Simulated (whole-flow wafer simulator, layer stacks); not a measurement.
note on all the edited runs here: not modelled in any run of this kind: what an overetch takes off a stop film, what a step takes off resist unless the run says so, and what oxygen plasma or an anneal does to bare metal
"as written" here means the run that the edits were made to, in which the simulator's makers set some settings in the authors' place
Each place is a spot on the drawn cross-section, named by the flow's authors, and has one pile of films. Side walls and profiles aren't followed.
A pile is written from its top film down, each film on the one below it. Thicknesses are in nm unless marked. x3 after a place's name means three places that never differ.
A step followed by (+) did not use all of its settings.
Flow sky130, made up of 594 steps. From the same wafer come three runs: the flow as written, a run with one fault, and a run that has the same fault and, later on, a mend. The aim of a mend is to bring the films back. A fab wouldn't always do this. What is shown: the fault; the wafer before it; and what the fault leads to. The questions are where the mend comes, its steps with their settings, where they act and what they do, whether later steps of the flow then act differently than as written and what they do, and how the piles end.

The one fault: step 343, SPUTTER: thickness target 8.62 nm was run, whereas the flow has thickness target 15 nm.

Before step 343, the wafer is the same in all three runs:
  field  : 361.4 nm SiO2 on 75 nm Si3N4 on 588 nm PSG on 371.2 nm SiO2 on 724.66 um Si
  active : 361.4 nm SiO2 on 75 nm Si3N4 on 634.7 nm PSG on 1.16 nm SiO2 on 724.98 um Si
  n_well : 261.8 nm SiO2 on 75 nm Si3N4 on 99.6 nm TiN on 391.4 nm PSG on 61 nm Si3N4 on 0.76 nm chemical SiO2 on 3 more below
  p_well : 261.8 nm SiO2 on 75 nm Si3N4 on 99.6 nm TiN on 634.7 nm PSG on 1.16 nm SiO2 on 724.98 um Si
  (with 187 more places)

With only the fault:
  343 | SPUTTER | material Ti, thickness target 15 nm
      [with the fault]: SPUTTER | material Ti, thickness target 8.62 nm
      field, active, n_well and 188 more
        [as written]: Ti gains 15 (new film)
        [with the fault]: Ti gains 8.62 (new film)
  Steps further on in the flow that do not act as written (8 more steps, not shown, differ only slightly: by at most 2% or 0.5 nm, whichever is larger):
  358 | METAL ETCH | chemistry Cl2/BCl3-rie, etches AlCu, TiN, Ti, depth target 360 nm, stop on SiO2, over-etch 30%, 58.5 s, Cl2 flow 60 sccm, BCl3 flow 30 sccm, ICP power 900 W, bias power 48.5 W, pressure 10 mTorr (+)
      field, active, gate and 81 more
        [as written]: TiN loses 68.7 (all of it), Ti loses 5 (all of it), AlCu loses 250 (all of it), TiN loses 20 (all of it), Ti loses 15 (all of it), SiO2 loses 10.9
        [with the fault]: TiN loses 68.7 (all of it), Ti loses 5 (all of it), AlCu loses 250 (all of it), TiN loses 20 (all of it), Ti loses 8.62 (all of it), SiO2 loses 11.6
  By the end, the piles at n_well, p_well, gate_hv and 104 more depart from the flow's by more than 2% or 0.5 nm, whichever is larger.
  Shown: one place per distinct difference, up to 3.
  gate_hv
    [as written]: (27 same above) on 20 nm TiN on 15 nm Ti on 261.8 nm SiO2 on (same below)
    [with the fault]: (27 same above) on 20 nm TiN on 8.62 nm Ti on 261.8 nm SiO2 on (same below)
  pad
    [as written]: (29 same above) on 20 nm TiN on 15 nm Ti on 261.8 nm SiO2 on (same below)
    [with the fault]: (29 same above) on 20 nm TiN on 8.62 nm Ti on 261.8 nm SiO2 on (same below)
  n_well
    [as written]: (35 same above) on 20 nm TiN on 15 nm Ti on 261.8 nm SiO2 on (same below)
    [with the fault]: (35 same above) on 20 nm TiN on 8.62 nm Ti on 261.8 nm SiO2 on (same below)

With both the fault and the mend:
  The mend follows step 343.
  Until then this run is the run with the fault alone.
  343a | SPUTTER | material Ti, thickness target 6.38 nm (the flow's step 343 again, with other settings)
      field, active, n_well and 188 more
        Ti gains 6.38
  None of the later steps of the flow acts differently than as written at any place that is followed.
  The piles end the same as the flow's at every place that both follow.
